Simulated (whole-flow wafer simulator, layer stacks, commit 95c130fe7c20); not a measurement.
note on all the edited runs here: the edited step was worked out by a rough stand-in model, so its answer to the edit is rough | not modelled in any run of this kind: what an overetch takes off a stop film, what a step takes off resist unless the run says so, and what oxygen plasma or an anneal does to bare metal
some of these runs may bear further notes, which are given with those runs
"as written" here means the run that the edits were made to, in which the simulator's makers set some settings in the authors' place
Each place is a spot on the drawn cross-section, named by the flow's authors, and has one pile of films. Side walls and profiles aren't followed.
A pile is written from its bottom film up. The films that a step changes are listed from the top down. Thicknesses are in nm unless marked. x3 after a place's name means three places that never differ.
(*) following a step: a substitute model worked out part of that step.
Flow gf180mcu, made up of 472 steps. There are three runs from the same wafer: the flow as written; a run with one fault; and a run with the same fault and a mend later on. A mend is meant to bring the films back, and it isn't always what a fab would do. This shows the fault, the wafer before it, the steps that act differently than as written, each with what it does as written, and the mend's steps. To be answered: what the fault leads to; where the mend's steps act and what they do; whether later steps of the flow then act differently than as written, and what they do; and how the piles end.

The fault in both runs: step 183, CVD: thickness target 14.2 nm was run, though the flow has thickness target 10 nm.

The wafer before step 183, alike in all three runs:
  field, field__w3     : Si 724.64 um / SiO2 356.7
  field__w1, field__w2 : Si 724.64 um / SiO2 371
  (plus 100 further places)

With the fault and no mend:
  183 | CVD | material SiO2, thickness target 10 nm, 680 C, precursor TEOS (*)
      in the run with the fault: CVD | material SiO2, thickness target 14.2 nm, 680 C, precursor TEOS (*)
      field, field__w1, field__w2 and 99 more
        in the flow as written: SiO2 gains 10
        in the run with the fault: SiO2 gains 14.2
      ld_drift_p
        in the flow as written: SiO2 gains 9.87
        in the run with the fault: SiO2 gains 14
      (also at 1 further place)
  Steps later in the flow that act otherwise than as written (20 more steps, not shown, differ only slightly: by at most 2% or 0.5 nm, whichever is larger):
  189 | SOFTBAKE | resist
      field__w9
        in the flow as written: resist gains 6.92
        in the run with the fault: resist loses 3.09
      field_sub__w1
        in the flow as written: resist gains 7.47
        in the run with the fault: resist gains 9.73
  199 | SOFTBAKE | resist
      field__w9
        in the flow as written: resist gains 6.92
        in the run with the fault: resist loses 3.09
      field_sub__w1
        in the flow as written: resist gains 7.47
        in the run with the fault: resist gains 9.73
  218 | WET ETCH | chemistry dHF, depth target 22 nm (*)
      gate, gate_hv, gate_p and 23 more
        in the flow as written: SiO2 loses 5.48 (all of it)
        in the run with the fault: SiO2 loses 9.68 (all of it)
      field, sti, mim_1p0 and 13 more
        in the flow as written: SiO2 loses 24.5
        in the run with the fault: SiO2 loses 25.1
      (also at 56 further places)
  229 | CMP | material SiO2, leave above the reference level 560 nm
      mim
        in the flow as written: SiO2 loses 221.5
        in the run with the fault: SiO2 loses 226.2
  By the end, the piles at spacer depart from the flow's by more than 2% or 0.5 nm, whichever is larger.
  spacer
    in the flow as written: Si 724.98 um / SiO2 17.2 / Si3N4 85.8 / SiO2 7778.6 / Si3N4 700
    in the run with the fault: Si 724.98 um / SiO2 21.4 / Si3N4 85.8 / SiO2 7774.4 / Si3N4 700

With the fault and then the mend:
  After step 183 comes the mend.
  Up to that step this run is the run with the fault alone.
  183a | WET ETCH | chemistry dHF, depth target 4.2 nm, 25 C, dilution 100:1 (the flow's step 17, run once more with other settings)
      field, field__w1, field__w2 and 101 more
        SiO2 loses 4.2
  None of the later steps of the flow differs from how it acts as written, at any place that is followed, by more than 2% or 0.5 nm, whichever is larger.
  At the end the piles are close to the flow's at the places that both follow, differing by at most 2% or 0.5 nm, whichever is larger.
